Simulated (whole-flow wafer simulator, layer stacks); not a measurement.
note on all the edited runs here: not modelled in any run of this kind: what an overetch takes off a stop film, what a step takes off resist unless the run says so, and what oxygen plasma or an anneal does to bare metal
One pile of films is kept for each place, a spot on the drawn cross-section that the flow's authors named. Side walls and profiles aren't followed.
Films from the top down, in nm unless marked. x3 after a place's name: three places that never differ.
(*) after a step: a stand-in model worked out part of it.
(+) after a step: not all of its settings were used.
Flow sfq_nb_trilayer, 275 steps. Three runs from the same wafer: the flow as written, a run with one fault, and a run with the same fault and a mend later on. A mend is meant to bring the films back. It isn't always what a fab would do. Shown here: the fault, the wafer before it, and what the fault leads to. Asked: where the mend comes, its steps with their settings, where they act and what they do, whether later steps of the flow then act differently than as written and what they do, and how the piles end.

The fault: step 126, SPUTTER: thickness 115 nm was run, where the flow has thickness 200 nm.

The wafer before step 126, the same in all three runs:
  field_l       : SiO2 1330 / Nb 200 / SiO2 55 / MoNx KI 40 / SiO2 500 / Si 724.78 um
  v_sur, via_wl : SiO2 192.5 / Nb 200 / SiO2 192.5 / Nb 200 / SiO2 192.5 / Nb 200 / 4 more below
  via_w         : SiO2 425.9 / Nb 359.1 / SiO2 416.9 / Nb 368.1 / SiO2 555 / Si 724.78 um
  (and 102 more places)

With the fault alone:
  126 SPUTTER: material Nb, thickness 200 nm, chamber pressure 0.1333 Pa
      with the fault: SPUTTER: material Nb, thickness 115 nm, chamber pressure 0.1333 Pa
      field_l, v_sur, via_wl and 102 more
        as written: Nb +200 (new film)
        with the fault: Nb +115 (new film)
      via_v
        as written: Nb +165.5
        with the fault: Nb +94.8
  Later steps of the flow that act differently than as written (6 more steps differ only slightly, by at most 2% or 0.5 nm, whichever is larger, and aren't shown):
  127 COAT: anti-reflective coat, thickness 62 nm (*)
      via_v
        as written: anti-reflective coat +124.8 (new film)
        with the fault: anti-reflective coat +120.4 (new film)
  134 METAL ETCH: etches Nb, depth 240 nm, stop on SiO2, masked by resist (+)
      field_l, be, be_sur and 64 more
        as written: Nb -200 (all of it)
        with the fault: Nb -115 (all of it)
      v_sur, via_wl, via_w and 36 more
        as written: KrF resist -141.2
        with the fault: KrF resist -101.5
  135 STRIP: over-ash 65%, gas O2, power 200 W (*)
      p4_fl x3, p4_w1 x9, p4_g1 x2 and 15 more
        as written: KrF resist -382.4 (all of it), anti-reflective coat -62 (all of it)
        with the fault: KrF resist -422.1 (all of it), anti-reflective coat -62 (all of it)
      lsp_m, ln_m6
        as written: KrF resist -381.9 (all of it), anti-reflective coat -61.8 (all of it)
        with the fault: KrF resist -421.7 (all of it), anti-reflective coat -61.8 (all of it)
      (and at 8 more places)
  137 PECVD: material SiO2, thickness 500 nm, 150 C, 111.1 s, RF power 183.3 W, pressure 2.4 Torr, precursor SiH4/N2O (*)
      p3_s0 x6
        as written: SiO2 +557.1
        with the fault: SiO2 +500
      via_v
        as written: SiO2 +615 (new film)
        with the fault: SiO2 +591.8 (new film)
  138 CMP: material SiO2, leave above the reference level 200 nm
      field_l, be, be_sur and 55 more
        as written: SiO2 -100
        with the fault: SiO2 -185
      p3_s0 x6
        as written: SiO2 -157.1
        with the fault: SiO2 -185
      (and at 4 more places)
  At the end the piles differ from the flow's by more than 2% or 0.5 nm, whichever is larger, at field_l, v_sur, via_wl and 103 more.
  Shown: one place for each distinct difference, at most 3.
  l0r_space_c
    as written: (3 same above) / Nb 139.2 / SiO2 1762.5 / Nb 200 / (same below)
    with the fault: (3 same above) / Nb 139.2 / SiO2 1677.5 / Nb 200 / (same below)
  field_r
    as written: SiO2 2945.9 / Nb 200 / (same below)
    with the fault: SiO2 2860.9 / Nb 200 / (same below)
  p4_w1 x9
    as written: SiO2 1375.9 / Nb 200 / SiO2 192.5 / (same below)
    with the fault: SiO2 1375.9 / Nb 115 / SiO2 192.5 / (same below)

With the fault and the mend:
  The mend comes after step 126.
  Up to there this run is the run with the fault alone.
  126a SPUTTER: material Nb, thickness 85 nm, chamber pressure 0.1333 Pa (the flow's step 126 once more, with other settings)
      field_l, v_sur, via_wl and 102 more
        Nb +85
      via_v
        Nb +68.2
  No later step of the flow acts differently than as written, at any place that is followed, by more than 2% or 0.5 nm, whichever is larger.
  At the end the piles differ from the flow's only slightly at the places that both follow, by at most 2% or 0.5 nm, whichever is larger.
